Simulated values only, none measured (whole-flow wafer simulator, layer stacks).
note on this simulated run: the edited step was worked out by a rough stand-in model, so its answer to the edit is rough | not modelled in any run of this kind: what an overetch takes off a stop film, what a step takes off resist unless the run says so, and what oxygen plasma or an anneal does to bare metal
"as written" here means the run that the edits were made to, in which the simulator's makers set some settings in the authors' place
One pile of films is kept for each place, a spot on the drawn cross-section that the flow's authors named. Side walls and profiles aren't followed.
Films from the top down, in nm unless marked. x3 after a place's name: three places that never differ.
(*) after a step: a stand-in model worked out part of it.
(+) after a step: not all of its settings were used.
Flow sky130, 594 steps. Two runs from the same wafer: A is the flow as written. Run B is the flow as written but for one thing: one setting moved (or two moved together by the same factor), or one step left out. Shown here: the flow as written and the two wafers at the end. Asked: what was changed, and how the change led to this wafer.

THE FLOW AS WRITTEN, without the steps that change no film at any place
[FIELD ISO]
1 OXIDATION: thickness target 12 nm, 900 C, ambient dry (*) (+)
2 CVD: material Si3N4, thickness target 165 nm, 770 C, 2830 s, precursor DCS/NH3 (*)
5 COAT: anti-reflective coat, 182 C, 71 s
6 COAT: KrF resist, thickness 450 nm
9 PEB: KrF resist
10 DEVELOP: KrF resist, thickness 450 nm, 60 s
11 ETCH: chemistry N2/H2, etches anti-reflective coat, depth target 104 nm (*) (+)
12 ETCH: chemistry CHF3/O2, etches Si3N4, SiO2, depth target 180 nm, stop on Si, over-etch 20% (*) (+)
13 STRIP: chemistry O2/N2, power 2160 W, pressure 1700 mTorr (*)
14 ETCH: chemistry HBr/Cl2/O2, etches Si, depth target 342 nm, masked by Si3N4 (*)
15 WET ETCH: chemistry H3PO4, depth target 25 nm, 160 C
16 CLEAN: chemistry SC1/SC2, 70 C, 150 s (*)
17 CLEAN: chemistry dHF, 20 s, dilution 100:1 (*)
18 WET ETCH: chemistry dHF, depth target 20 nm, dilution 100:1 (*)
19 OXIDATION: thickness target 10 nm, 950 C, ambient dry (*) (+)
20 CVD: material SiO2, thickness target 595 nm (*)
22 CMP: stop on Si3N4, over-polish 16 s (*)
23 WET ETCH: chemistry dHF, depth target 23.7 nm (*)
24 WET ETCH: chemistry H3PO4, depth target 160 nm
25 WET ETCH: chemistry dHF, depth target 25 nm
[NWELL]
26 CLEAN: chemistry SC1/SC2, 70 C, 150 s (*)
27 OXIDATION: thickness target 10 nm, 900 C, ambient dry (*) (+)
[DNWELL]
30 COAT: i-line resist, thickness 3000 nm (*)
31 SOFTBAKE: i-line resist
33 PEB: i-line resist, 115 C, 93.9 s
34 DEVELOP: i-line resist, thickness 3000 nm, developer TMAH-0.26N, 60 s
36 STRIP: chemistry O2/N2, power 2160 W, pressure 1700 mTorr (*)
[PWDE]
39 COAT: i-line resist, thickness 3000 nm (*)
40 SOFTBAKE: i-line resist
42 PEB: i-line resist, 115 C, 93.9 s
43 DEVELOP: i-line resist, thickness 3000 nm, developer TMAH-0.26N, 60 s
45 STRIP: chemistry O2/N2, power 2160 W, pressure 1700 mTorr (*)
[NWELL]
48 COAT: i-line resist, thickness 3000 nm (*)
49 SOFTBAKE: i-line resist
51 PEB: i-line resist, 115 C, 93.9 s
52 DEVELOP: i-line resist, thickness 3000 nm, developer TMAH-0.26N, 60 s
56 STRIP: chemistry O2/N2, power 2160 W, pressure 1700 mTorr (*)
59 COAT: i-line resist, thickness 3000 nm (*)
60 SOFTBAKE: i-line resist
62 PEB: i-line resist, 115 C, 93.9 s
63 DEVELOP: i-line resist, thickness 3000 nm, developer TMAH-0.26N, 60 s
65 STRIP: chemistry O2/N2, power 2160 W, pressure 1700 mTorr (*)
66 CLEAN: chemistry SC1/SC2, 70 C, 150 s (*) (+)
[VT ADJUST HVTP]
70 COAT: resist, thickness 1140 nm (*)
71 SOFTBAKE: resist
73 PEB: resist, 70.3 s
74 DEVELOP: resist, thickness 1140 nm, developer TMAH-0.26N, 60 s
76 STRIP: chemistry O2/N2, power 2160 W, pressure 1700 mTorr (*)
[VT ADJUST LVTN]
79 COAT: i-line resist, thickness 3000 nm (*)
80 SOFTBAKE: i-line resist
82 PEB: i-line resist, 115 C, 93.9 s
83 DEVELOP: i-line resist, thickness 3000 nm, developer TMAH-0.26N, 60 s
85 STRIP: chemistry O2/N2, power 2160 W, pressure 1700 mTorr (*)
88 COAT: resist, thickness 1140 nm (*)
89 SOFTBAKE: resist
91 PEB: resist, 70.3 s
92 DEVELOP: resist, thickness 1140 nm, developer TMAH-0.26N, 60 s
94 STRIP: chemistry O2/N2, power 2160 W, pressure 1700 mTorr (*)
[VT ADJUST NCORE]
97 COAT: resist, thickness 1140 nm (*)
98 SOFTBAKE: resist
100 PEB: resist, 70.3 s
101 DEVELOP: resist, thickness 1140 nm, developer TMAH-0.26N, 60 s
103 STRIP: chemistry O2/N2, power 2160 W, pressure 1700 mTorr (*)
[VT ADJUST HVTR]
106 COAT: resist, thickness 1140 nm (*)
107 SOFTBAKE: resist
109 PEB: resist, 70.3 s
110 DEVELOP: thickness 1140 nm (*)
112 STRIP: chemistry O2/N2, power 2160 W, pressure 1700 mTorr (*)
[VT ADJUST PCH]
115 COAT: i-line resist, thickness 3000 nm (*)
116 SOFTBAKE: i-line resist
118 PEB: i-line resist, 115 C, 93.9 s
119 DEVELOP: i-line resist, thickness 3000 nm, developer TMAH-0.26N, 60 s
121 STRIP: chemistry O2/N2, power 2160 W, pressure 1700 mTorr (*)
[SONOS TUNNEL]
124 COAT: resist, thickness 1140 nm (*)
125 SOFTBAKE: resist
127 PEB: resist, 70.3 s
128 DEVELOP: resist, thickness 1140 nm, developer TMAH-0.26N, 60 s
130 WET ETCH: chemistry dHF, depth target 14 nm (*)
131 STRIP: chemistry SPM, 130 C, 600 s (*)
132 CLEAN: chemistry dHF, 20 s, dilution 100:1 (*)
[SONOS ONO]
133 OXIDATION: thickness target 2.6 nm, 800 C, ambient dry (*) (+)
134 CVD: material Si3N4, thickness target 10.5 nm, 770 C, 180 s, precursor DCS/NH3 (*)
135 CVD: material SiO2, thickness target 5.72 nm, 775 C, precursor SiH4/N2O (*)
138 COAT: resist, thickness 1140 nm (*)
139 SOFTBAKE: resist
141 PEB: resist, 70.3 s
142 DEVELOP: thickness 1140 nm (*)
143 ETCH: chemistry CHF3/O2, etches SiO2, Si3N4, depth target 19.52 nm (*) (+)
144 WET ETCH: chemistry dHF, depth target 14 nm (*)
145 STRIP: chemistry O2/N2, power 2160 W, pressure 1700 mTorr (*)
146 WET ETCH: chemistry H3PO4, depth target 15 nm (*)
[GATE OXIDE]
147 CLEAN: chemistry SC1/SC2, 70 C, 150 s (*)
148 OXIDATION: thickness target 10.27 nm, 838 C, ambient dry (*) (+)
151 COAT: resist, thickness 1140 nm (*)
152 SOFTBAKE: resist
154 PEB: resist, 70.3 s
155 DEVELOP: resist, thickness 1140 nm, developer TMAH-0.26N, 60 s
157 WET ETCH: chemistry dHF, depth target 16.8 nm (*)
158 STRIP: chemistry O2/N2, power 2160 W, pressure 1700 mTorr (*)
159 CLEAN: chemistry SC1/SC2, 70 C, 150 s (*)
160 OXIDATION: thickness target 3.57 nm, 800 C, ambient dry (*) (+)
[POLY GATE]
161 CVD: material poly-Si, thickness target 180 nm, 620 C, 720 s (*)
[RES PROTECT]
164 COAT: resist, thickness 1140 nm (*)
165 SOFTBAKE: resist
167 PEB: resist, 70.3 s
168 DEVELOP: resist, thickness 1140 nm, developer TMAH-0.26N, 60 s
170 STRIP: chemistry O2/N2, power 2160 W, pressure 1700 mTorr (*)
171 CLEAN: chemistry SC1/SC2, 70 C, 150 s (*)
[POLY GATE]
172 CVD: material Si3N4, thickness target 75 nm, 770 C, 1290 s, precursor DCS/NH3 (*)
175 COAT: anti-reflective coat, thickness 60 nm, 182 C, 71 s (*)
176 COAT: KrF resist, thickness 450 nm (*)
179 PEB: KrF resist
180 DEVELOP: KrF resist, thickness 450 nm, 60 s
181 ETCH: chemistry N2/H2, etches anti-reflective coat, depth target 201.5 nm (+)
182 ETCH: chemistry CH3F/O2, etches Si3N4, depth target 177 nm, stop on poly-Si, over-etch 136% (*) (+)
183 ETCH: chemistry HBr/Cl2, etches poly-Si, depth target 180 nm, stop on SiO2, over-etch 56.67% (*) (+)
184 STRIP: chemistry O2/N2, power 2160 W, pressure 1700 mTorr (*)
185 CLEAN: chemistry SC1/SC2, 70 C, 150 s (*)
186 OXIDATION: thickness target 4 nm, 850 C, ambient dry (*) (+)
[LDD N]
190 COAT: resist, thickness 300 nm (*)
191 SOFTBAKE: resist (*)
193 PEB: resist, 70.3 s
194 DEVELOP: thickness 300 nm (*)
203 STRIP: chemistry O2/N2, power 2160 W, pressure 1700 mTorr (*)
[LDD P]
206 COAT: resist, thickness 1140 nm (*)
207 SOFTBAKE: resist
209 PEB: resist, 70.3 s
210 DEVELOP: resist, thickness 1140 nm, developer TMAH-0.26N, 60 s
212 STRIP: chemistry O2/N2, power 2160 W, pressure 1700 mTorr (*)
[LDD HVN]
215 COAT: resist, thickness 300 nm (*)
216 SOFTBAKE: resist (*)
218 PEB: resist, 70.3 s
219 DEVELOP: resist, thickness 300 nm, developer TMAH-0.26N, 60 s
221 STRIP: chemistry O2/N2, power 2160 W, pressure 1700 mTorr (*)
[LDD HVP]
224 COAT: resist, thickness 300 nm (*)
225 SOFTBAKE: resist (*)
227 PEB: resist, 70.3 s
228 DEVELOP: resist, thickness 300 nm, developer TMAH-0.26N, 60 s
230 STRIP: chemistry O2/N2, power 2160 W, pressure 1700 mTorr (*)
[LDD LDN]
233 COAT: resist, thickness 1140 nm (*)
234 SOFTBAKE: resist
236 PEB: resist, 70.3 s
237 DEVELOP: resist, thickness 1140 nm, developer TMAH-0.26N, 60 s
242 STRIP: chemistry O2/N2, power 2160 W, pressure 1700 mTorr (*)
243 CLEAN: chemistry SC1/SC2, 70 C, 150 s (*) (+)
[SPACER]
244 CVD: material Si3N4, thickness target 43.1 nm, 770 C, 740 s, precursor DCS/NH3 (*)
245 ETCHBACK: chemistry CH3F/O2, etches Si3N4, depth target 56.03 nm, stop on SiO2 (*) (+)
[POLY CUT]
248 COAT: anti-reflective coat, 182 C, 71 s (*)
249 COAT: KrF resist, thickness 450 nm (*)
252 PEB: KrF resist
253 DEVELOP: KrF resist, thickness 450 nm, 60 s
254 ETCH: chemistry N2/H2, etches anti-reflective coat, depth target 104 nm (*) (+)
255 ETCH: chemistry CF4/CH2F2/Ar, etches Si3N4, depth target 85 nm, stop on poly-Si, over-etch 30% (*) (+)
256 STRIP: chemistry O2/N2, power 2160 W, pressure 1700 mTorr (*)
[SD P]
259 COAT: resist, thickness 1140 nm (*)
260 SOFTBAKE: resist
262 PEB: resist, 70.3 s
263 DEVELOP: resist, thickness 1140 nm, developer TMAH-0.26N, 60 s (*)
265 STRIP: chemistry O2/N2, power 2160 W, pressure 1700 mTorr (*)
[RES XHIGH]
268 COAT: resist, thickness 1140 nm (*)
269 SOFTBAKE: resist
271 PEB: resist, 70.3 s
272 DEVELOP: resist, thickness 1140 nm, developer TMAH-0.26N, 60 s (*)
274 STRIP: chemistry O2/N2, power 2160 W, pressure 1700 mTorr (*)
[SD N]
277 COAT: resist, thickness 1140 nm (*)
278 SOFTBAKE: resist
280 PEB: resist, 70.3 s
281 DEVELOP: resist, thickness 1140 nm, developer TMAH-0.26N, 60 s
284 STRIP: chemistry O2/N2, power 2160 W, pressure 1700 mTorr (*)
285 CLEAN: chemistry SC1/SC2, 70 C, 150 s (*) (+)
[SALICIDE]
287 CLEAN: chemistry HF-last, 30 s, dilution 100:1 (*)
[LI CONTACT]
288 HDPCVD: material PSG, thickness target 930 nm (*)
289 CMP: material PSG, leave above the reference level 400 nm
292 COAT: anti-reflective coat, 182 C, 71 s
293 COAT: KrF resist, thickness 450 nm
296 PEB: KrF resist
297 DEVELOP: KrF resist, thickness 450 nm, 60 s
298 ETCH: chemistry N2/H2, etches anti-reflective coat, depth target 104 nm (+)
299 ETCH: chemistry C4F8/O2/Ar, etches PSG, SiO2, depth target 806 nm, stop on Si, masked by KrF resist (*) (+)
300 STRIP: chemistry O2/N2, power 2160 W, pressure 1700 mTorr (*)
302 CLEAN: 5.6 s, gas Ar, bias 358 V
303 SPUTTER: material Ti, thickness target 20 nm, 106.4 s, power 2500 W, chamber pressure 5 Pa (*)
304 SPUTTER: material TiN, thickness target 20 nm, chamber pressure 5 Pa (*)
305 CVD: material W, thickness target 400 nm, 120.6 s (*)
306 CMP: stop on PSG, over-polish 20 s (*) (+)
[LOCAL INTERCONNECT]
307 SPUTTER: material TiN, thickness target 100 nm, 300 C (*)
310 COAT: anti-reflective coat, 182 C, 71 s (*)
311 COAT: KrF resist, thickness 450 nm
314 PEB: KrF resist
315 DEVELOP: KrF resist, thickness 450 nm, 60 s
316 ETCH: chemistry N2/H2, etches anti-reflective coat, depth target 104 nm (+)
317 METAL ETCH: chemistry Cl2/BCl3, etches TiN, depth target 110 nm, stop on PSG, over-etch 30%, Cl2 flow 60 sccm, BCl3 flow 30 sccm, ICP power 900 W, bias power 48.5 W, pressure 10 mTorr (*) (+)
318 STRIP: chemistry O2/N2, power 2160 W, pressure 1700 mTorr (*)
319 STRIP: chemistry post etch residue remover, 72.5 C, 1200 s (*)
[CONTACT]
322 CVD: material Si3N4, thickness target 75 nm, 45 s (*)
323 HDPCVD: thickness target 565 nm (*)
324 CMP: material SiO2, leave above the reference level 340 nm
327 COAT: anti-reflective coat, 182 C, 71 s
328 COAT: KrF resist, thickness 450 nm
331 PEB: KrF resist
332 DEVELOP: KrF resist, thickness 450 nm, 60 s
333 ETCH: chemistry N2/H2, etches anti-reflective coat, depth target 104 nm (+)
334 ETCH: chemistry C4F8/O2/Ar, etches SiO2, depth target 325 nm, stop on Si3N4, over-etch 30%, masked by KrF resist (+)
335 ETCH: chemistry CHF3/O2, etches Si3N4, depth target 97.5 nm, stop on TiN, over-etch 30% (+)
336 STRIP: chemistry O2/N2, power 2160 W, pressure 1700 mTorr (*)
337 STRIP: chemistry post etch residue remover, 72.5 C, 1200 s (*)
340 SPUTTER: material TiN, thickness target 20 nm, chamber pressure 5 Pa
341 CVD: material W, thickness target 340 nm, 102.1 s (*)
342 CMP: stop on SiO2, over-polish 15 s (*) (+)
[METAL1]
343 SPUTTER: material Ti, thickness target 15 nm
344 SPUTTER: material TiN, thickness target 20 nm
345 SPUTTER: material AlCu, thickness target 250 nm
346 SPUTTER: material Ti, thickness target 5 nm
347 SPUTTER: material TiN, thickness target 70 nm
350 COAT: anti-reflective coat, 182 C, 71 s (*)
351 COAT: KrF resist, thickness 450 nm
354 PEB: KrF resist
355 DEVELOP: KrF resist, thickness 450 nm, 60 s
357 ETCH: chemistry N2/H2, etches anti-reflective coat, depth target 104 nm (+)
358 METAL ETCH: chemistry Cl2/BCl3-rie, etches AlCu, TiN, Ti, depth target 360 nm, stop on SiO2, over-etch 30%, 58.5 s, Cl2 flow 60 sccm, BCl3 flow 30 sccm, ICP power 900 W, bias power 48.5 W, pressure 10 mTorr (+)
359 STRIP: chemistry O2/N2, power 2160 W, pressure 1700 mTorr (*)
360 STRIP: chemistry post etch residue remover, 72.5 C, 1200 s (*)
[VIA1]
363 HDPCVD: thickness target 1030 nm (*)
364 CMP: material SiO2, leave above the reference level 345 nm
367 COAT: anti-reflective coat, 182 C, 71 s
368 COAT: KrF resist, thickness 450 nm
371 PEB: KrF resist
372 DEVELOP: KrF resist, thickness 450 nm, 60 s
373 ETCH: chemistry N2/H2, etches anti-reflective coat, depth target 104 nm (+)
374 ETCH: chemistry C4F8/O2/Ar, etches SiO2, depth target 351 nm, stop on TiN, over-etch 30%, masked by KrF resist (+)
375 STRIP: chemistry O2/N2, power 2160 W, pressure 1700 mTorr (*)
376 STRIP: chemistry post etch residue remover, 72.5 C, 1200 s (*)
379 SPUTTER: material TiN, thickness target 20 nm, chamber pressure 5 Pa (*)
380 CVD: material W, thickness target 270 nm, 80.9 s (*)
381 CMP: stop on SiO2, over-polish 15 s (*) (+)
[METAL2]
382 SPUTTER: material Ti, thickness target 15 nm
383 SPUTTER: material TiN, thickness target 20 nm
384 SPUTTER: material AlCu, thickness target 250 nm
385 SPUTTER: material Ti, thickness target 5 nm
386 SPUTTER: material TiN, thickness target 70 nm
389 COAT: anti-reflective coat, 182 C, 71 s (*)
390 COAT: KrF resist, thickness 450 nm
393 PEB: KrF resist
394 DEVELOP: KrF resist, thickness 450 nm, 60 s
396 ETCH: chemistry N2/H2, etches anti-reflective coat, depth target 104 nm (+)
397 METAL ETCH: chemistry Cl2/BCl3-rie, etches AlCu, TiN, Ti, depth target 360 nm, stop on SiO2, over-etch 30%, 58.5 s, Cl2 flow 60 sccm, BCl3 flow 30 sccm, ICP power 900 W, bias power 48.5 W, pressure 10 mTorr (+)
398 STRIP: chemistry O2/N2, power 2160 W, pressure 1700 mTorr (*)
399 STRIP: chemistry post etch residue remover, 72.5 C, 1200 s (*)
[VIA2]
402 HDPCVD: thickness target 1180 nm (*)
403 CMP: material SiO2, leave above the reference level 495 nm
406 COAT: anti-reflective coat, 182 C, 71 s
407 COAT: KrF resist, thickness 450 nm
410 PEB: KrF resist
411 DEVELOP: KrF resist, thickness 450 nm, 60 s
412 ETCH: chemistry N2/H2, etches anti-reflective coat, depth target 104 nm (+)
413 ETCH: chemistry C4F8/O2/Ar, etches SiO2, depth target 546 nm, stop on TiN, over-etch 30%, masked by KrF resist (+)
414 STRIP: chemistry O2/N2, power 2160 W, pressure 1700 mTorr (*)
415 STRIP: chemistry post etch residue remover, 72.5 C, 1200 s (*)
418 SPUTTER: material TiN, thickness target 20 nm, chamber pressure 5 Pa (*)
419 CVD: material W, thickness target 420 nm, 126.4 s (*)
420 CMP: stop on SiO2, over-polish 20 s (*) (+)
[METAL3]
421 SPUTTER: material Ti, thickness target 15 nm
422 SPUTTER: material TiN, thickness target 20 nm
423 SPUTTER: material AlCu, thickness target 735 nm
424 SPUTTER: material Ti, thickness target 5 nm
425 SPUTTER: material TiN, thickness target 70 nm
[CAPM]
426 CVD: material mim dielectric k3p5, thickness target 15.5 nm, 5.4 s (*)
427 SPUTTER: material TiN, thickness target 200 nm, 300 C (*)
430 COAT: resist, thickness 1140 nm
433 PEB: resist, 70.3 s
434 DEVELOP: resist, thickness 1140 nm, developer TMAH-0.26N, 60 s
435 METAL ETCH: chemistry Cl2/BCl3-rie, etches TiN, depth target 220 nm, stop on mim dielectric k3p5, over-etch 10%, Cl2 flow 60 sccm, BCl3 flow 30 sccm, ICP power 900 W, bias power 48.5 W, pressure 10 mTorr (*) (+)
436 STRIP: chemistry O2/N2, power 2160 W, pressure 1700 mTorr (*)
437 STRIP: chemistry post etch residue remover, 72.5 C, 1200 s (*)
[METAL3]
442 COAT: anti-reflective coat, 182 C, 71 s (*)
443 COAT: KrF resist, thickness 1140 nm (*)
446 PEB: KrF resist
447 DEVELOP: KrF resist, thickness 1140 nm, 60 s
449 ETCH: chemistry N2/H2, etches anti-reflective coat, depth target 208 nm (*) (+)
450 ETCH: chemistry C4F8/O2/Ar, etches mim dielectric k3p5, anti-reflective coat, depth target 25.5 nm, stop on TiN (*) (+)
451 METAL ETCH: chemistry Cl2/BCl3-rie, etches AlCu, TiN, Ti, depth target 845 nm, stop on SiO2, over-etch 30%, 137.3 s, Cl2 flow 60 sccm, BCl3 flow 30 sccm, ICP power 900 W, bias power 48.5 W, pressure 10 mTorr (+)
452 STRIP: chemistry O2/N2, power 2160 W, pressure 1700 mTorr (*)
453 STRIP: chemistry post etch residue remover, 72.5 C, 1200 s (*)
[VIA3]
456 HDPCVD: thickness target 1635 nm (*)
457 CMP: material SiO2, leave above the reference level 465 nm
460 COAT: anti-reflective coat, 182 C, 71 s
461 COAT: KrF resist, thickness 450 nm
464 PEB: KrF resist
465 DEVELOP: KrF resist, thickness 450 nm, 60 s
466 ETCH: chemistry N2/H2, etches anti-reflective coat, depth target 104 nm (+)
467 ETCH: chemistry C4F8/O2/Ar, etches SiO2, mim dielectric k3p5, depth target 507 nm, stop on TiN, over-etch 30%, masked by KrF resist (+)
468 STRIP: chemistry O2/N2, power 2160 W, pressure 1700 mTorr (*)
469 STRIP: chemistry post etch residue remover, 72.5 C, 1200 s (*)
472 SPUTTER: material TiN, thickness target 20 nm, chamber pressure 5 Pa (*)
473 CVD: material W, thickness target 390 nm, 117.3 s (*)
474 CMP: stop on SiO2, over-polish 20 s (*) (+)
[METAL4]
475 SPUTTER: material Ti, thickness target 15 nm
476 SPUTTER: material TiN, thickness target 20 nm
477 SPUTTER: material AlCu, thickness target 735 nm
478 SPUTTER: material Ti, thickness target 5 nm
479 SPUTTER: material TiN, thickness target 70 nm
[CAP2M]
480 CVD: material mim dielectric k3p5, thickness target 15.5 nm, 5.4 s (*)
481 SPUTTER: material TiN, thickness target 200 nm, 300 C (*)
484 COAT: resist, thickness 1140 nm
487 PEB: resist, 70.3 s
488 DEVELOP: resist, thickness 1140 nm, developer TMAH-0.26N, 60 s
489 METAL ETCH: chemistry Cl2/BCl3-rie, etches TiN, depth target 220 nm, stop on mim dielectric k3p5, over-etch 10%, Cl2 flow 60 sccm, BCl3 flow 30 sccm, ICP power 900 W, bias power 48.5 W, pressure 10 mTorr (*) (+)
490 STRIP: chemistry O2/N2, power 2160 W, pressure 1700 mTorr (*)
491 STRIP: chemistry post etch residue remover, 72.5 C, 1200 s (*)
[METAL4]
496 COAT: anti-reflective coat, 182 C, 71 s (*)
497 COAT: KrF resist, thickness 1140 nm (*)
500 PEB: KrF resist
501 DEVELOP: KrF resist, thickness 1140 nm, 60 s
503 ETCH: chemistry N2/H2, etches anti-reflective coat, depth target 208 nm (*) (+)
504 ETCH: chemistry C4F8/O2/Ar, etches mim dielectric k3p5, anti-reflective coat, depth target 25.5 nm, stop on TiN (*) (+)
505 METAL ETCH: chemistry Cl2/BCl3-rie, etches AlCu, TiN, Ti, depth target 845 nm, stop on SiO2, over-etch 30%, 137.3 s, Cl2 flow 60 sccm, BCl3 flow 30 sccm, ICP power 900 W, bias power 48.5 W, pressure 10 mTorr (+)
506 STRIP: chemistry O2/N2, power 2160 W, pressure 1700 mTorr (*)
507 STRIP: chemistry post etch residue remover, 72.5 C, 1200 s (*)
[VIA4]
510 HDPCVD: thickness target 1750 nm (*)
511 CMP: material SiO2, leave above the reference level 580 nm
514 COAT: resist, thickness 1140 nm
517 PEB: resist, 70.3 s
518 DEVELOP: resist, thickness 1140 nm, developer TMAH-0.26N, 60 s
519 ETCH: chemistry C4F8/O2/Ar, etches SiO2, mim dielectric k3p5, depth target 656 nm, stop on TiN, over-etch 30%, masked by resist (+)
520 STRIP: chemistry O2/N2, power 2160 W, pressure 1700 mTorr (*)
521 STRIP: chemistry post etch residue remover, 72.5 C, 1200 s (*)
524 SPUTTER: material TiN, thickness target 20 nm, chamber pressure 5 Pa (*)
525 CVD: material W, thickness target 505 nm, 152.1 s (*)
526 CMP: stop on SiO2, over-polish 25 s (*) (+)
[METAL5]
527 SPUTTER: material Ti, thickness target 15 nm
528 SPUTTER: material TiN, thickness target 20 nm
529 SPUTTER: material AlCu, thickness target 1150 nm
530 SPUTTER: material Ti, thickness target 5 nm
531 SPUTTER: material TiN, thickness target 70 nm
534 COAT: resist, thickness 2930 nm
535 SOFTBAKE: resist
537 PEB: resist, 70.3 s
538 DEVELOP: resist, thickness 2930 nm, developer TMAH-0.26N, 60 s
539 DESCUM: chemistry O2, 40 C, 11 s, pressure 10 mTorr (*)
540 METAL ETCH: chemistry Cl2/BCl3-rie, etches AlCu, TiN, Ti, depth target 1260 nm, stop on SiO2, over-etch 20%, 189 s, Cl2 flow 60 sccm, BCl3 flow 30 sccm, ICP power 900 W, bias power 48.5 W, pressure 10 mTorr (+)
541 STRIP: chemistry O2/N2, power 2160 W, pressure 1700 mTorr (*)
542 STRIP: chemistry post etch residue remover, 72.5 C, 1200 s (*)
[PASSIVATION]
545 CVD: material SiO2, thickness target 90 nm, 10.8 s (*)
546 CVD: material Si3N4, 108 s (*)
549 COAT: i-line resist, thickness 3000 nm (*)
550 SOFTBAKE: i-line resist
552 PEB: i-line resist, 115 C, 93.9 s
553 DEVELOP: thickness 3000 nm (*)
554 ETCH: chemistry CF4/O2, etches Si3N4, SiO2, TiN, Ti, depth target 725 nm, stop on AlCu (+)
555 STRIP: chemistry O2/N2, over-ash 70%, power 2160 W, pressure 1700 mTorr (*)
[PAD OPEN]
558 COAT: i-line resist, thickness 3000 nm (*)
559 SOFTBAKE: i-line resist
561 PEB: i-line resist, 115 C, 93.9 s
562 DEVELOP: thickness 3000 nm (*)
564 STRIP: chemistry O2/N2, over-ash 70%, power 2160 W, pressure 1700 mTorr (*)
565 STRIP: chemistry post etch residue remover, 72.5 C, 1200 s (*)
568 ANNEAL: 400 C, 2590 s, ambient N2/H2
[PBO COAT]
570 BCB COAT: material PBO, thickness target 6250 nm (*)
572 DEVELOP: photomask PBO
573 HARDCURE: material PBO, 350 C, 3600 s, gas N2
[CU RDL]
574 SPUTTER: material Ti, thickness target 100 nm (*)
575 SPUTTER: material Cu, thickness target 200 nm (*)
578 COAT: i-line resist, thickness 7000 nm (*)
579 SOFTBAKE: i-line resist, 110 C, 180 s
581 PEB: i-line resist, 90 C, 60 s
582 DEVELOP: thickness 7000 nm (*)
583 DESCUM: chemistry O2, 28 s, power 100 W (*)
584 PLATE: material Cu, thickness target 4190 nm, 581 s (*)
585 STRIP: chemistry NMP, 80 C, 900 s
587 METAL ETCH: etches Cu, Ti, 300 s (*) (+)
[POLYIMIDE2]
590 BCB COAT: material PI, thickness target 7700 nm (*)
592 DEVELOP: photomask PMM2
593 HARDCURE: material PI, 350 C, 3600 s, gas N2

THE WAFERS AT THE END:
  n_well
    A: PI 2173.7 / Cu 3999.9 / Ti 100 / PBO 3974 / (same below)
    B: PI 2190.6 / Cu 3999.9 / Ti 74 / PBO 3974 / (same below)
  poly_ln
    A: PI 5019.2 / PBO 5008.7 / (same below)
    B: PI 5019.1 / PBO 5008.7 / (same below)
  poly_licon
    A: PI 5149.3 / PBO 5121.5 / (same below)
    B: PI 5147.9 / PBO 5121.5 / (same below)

The cause: step 574, SPUTTER: thickness target 74 nm was run, where the flow has thickness target 100 nm.
It can be read off the wafer: n_well has Ti 74, and step 574 as written asks for 100 nm.

How the change led to this, step by step:
  574 SPUTTER: material Ti, thickness target 100 nm (*)
      field, active, n_well and 190 more: A Ti +100 (new film) | B Ti +74 (new film)
  587 METAL ETCH: etches Cu, Ti, 300 s (*) (+)
      field, active, gate and 167 more: A Cu -200 (all of it), Ti -100 (all of it) | B Cu -200 (all of it), Ti -74 (all of it)
  590 BCB COAT: material PI, thickness target 7700 nm (*)
      de16_gate_nw: A PI +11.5 um (new film) | B PI +11.48 um (new film)
